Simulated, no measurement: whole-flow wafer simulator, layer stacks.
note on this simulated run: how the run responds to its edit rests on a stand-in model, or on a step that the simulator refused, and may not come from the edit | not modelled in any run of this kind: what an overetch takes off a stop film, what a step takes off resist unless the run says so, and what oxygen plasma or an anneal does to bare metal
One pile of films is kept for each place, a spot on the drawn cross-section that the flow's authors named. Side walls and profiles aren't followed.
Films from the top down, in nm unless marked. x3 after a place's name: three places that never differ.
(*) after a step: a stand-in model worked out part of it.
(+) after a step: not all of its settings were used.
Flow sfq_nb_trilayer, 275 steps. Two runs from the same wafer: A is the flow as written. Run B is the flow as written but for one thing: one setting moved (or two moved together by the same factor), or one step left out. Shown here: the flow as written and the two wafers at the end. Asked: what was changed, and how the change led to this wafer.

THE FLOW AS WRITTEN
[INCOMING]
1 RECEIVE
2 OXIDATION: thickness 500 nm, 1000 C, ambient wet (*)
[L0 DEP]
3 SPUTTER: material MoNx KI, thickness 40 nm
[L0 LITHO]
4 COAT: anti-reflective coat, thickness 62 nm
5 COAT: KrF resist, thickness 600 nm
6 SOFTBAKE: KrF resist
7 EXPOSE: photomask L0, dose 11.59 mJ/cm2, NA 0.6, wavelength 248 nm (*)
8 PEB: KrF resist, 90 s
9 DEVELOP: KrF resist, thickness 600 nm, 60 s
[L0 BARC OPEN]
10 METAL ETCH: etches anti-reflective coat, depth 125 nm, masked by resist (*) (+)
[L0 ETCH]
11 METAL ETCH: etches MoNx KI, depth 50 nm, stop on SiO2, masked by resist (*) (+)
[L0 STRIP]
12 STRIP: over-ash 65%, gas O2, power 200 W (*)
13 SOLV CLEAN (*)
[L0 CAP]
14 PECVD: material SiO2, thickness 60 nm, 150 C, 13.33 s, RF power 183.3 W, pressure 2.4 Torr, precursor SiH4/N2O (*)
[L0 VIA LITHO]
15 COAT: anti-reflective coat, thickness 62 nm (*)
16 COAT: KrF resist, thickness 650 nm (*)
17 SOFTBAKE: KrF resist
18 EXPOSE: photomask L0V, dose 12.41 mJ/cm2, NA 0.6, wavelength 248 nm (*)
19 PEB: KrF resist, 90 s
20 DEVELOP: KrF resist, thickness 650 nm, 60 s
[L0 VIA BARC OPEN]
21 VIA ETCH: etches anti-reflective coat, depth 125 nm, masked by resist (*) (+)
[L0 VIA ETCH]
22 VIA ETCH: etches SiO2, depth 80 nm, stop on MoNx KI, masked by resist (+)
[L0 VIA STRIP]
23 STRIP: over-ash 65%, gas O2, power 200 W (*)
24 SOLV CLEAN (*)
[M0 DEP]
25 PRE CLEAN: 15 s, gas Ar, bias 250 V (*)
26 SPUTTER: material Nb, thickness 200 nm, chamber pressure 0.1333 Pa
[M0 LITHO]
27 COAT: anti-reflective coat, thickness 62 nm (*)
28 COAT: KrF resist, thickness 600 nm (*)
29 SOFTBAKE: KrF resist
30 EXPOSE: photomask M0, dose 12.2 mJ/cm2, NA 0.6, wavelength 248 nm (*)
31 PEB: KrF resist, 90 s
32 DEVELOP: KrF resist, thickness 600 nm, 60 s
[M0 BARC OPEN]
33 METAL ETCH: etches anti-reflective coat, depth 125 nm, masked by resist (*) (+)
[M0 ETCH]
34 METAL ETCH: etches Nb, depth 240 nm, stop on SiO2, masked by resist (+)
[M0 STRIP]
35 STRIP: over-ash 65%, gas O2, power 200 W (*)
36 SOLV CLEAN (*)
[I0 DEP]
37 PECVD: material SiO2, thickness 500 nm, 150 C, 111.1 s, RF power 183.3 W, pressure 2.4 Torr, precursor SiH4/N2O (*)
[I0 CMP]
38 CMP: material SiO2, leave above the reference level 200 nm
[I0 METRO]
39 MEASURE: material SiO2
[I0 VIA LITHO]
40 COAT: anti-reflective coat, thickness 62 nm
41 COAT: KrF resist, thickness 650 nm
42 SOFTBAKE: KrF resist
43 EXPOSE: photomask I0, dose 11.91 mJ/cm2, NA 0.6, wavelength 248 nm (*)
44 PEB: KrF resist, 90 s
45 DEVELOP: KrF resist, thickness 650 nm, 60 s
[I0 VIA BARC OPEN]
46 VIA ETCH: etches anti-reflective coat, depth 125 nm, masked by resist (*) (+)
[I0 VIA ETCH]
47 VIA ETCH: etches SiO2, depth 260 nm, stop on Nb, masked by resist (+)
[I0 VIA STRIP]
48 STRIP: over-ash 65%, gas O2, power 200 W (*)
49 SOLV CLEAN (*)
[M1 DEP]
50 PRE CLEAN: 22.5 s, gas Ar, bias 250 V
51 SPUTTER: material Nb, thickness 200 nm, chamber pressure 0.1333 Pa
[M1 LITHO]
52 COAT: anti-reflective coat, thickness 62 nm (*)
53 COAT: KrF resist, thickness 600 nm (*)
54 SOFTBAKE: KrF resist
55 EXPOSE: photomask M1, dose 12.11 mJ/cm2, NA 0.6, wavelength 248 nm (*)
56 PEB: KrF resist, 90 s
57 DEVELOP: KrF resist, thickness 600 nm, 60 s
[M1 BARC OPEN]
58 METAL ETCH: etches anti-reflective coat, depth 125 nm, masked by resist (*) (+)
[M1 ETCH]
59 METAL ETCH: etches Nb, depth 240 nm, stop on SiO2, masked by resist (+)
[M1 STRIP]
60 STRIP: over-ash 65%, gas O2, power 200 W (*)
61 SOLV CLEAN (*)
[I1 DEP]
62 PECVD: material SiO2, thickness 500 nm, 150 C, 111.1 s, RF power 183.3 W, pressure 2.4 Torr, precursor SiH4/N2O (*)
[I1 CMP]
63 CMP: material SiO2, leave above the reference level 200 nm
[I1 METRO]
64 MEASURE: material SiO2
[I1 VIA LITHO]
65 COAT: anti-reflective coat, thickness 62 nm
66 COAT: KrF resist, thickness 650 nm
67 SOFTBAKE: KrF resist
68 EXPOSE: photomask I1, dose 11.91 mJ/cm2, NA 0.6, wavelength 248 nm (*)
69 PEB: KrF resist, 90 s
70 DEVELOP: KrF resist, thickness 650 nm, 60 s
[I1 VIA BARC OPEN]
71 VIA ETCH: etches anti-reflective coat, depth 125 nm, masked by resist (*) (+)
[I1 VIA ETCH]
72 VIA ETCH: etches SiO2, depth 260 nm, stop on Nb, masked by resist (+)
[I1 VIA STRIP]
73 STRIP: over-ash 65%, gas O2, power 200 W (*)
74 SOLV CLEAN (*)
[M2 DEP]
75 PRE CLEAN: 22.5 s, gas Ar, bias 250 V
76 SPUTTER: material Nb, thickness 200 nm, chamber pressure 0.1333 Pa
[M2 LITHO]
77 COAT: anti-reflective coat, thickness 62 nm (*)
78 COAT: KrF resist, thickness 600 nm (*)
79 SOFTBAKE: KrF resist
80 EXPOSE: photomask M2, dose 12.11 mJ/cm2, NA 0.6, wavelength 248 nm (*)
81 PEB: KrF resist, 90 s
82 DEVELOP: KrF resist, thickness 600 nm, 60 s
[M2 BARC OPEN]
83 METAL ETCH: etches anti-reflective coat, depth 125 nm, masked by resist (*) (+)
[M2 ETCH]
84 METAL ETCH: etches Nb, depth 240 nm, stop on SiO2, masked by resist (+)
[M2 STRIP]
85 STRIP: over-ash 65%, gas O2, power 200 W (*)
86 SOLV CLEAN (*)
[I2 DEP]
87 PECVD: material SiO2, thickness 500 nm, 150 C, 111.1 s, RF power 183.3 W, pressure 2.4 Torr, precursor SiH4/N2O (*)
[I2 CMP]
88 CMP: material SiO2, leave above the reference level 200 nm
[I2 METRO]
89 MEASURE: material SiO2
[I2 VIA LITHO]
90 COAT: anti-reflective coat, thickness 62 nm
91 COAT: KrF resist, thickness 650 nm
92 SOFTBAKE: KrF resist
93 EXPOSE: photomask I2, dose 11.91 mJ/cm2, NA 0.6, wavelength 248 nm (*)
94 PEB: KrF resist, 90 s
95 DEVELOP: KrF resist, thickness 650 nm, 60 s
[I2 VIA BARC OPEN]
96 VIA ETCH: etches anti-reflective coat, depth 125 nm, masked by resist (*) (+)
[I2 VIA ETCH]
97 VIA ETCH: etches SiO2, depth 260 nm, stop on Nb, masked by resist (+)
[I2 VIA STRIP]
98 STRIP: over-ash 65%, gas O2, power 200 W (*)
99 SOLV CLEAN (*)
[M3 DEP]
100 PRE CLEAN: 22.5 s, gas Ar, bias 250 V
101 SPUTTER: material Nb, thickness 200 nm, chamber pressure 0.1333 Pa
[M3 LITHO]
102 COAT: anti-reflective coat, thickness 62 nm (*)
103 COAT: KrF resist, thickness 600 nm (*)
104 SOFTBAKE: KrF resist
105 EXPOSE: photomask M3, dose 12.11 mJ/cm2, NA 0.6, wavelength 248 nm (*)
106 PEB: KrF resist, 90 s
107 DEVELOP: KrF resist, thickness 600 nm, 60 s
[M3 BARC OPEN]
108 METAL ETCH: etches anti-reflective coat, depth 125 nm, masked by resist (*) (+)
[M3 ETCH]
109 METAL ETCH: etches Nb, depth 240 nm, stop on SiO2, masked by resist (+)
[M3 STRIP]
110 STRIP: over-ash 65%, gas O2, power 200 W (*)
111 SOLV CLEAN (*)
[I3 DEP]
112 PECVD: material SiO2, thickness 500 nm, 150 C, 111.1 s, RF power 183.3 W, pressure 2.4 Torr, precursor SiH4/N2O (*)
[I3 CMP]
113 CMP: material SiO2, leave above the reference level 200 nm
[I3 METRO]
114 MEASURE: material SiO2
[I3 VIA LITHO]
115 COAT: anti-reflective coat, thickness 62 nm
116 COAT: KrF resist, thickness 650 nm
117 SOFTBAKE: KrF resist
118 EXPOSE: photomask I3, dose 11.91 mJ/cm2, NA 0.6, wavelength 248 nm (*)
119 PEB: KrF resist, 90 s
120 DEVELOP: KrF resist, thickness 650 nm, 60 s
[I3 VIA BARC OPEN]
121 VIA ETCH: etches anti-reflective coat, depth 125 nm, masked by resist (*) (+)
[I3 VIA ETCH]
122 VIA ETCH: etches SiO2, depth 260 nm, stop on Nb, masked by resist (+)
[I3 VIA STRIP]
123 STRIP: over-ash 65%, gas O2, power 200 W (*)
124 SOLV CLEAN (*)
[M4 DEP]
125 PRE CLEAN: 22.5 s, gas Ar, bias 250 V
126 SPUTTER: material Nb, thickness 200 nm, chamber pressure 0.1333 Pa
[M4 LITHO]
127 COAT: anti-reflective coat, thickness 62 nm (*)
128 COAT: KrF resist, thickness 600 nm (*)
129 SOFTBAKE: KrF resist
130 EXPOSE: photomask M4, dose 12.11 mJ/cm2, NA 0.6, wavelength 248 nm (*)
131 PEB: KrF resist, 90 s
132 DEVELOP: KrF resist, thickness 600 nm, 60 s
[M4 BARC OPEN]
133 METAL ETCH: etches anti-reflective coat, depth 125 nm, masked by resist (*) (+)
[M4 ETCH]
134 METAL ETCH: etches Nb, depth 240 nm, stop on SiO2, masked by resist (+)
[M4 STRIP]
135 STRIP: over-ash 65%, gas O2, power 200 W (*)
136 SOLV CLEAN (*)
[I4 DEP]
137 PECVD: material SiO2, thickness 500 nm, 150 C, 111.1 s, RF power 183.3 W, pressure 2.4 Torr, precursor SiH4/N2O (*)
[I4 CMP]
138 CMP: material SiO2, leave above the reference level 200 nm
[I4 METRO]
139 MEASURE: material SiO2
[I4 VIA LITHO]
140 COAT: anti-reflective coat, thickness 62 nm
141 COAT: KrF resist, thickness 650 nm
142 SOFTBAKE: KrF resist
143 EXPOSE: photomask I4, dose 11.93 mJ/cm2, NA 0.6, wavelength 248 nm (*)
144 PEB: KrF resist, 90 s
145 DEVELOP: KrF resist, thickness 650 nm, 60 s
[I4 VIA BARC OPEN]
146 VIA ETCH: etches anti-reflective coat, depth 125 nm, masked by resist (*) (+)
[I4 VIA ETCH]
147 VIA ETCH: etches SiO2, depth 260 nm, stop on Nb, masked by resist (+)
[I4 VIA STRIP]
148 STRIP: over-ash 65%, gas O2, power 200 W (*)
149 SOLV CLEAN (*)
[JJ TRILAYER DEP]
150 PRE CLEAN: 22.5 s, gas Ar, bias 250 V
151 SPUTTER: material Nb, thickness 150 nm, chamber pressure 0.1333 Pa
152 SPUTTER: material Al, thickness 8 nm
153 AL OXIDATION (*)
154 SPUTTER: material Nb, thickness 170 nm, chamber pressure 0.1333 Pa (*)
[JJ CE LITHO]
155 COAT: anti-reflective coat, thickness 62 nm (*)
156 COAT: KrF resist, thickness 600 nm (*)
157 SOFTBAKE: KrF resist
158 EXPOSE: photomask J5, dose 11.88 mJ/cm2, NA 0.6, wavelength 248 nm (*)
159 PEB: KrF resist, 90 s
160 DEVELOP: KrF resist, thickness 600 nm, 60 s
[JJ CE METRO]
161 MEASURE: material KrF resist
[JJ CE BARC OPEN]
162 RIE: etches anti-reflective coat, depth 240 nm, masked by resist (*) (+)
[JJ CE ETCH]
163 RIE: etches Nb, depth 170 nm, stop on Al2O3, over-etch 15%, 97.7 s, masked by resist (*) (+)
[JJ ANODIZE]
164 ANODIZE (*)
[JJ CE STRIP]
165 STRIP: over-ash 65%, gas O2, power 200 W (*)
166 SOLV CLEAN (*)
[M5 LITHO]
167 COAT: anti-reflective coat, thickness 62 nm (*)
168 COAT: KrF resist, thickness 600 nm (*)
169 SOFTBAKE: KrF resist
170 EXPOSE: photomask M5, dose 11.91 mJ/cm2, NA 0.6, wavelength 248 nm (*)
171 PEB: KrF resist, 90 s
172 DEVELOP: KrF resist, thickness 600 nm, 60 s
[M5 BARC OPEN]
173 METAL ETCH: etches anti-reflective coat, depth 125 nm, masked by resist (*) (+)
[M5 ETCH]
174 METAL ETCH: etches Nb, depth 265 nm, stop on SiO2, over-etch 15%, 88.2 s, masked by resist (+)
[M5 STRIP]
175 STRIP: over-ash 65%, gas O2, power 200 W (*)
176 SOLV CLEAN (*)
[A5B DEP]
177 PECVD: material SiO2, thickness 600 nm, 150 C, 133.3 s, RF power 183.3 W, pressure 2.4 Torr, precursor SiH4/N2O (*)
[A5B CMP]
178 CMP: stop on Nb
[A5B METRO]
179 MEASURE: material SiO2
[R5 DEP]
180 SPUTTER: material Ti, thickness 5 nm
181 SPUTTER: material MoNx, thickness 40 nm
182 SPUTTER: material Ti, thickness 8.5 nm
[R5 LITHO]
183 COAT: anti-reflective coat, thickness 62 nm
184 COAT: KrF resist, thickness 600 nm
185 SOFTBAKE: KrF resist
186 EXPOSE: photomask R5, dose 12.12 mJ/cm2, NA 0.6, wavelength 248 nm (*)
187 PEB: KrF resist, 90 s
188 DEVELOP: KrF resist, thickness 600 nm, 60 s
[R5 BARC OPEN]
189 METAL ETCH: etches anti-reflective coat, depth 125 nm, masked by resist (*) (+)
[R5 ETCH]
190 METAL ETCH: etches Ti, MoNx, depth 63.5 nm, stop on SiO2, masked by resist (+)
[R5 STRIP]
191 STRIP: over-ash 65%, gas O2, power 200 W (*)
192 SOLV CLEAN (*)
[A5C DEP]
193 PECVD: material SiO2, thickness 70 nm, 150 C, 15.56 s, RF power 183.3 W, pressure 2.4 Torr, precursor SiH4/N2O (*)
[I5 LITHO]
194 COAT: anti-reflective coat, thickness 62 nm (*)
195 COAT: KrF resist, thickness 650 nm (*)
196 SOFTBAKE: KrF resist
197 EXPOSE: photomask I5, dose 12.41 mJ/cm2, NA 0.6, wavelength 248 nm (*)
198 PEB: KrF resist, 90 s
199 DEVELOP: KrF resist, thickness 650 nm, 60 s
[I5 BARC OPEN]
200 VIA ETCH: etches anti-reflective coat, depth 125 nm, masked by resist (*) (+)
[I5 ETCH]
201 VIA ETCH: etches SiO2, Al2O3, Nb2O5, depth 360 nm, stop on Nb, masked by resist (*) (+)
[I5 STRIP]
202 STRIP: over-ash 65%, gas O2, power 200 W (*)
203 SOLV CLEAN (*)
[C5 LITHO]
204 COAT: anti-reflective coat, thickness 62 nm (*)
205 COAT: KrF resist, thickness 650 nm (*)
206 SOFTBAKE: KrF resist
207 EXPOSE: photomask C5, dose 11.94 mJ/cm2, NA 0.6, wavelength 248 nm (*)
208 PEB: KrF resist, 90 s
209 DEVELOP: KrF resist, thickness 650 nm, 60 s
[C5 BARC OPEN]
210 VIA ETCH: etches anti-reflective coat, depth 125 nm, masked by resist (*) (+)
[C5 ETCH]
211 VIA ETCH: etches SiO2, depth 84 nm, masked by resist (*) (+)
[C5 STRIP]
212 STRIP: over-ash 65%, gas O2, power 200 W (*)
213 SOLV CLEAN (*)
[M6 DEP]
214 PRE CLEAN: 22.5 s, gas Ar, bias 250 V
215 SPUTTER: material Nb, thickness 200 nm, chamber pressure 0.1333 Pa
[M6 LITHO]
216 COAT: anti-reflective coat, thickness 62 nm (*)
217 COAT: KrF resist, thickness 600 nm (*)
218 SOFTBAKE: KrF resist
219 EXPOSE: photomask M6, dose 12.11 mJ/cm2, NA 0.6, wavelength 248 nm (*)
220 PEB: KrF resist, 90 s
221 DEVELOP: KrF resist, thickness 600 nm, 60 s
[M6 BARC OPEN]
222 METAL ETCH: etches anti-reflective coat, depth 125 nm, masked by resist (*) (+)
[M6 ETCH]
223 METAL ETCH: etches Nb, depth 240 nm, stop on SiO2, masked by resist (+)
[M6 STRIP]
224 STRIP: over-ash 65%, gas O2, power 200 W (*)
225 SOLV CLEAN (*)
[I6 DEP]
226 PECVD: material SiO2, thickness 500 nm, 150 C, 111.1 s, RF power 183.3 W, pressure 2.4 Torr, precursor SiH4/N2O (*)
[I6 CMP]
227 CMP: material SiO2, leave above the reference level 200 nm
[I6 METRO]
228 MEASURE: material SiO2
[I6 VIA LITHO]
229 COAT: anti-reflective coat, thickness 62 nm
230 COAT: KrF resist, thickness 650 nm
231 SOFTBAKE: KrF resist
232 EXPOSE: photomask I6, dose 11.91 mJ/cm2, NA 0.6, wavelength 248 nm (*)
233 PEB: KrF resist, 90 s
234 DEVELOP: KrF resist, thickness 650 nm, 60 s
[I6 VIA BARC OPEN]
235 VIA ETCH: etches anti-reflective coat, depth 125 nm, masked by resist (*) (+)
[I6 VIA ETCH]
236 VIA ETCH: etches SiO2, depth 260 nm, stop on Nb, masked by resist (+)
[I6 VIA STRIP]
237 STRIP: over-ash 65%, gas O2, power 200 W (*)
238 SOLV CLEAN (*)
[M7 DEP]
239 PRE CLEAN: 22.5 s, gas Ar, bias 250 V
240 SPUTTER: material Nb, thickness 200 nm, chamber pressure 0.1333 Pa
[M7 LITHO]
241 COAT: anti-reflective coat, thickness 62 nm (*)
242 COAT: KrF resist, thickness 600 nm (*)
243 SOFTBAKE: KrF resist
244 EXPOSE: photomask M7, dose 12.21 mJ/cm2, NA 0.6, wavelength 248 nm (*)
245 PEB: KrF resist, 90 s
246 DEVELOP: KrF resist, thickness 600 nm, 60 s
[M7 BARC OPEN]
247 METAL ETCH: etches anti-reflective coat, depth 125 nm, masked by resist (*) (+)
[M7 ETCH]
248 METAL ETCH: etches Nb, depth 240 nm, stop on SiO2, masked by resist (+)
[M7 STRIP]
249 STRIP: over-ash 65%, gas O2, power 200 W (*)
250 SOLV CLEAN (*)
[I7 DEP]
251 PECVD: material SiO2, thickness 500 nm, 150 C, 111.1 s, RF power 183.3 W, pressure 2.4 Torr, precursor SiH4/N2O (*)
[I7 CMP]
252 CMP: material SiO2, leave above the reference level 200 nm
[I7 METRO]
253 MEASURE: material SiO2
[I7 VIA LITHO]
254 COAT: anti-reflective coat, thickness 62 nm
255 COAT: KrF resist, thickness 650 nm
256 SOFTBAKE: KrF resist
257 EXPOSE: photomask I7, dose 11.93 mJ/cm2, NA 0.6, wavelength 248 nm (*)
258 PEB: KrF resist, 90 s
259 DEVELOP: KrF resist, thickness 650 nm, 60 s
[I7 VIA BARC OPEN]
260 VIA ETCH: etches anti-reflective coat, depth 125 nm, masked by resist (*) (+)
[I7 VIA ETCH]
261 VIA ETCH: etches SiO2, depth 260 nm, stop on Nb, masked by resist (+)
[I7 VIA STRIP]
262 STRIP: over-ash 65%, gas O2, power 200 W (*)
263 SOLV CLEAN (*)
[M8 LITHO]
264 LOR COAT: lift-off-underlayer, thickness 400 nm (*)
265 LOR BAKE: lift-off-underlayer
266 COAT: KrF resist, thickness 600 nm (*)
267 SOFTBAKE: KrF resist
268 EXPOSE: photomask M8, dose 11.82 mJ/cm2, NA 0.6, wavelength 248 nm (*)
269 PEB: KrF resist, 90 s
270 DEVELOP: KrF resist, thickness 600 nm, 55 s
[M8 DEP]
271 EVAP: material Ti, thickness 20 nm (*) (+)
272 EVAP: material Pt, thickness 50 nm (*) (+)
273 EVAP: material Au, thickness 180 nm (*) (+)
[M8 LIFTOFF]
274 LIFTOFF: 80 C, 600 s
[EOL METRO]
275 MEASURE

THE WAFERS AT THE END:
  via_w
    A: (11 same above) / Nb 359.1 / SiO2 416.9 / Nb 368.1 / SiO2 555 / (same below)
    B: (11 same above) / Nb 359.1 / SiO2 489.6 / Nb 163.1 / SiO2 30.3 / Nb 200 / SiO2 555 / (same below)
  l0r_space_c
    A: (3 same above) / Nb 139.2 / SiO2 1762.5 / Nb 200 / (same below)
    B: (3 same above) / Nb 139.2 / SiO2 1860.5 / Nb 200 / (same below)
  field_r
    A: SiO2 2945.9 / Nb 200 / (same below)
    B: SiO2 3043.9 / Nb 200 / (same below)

The cause: step 38, CMP: leave above the reference level 298 nm was run, where the flow has leave above the reference level 200 nm.

How the change led to this, step by step:
  38 CMP: material SiO2, leave above the reference level 200 nm
      v_sur, via_wl, via_w and 94 more: A SiO2 -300 | B SiO2 -202
      field_l, l0_sur, l0r_line_l, l0r_line_c, l0r_line_r: A SiO2 -340 | B SiO2 -242
      (and at 4 more places)
  47 VIA ETCH: etches SiO2, depth 260 nm, stop on Nb, masked by resist (+)
      via_w: A SiO2 -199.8 (all of it) | B SiO2 -260
  50 PRE CLEAN: 22.5 s, gas Ar, bias 250 V
      via_w: A Nb -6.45 | B SiO2 -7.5
  51 SPUTTER: material Nb, thickness 200 nm, chamber pressure 0.1333 Pa
      via_w: A Nb +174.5 | B Nb +163.1 (new film)
  52 COAT: anti-reflective coat, thickness 62 nm (*)
      via_w: A anti-reflective coat +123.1 (new film) | B anti-reflective coat +136.1 (new film)
      via_wr: A anti-reflective coat +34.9 (new film) | B anti-reflective coat +33.2 (new film)
  53 COAT: KrF resist, thickness 600 nm (*)
      via_w: A KrF resist +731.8 (new film) | B KrF resist +781.6 (new film)
  60 STRIP: over-ash 65%, gas O2, power 200 W (*)
      via_w: A KrF resist -513.8 (all of it), anti-reflective coat -123.1 (all of it) | B KrF resist -563.6 (all of it), anti-reflective coat -136.1 (all of it)
      via_wr: A KrF resist -384.4 (all of it), anti-reflective coat -34.9 (all of it) | B KrF resist -378.6 (all of it), anti-reflective coat -33.2 (all of it)
  62 PECVD: material SiO2, thickness 500 nm, 150 C, 111.1 s, RF power 183.3 W, pressure 2.4 Torr, precursor SiH4/N2O (*)
      via_w: A SiO2 +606 (new film) | B SiO2 +678.7 (new film)
Counting metal films that touch as one body, via_w has 6 bodies (between them, from the top down: SiO2 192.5; SiO2 427.3 / Al2O3 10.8 / Nb2O5 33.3; SiO2 425.9; SiO2 489.6; SiO2 30.3); the flow as written gives 5 bodies (between them, from the top down: SiO2 192.5; SiO2 427.3 / Al2O3 10.8 / Nb2O5 33.3; SiO2 425.9; SiO2 416.9).
